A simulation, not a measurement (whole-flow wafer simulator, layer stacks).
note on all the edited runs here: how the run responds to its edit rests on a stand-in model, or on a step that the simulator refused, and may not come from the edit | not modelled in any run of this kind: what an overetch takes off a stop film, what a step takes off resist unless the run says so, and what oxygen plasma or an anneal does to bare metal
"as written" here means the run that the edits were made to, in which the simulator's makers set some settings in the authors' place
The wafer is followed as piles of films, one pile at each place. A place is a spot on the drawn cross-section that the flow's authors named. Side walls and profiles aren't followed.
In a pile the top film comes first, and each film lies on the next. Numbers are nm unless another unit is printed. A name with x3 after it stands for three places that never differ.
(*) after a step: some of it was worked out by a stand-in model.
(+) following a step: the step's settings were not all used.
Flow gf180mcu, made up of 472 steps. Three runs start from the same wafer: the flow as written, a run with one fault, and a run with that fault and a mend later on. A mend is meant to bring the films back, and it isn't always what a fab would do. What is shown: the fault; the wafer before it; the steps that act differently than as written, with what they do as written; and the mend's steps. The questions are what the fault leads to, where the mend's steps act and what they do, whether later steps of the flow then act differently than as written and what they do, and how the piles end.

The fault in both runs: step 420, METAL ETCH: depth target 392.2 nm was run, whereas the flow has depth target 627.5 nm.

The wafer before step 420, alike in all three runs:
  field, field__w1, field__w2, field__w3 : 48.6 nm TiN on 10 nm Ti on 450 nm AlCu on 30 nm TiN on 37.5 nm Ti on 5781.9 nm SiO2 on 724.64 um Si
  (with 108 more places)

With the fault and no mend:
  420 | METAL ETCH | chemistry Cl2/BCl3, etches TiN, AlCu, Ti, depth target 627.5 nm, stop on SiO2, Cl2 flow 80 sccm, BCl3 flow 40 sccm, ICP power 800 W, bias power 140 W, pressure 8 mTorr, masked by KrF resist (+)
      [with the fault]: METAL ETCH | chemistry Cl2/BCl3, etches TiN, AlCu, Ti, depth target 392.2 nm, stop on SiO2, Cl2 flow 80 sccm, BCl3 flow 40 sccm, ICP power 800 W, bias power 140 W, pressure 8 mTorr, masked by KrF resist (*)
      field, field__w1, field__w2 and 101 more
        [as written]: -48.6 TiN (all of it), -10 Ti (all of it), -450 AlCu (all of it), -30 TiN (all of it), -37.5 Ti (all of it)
        [with the fault]: -48.6 TiN (all of it), -10 Ti (all of it), -333.6 AlCu
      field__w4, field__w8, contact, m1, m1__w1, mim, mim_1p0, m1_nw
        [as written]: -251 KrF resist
        [with the fault]: -156.9 KrF resist
  Steps further on in the flow that do not act as written (1 more step, not shown, differs only slightly: by at most 2% or 0.5 nm, whichever is larger):
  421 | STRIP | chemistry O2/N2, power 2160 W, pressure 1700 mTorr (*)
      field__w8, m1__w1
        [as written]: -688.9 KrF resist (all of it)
        [with the fault]: -783 KrF resist (all of it)
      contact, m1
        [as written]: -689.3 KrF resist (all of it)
        [with the fault]: -783.4 KrF resist (all of it)
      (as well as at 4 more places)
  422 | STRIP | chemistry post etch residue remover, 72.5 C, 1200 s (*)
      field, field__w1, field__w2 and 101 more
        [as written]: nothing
        [with the fault]: -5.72 AlCu
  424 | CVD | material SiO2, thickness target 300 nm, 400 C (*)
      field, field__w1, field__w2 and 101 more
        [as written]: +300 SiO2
        [with the fault]: +300 SiO2 (new film)
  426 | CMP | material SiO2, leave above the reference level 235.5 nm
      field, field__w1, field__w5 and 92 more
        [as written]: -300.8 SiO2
        [with the fault]: -479 SiO2
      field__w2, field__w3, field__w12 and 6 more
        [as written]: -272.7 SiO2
        [with the fault]: -458.9 SiO2
  The piles end different from the flow's at field, field__w1, field__w2 and 101 more by more than 2% or 0.5 nm, whichever is larger.
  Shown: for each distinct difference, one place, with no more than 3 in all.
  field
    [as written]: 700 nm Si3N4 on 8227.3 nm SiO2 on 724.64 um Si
    [with the fault]: 700 nm Si3N4 on 2267.2 nm SiO2 on 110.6 nm AlCu on 30 nm TiN on 37.5 nm Ti on 5781.9 nm SiO2 on 724.64 um Si
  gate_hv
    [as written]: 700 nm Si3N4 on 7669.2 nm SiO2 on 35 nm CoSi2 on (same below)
    [with the fault]: 700 nm Si3N4 on 2267.2 nm SiO2 on 110.6 nm AlCu on 30 nm TiN on 37.5 nm Ti on 5223.8 nm SiO2 on 35 nm CoSi2 on (same below)
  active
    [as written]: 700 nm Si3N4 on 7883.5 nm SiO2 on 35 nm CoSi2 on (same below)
    [with the fault]: 700 nm Si3N4 on 2267.2 nm SiO2 on 110.6 nm AlCu on 30 nm TiN on 37.5 nm Ti on 5438.1 nm SiO2 on 35 nm CoSi2 on (same below)

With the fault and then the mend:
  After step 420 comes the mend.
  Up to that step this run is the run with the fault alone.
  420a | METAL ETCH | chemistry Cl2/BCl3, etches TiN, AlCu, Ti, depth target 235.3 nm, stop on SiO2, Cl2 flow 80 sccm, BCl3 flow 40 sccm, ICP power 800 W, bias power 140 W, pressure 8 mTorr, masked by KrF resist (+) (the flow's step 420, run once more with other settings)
      field, field__w1, field__w2 and 101 more
        -116.4 AlCu (all of it), -30 TiN (all of it), -37.5 Ti (all of it)
      field__w4, field__w8, contact, m1, m1__w1, mim, mim_1p0, m1_nw
        -94.1 KrF resist
  Later steps of the flow that are run all act as written at every place that is followed.
  At every place that both follow, the piles at the end match the flow's.
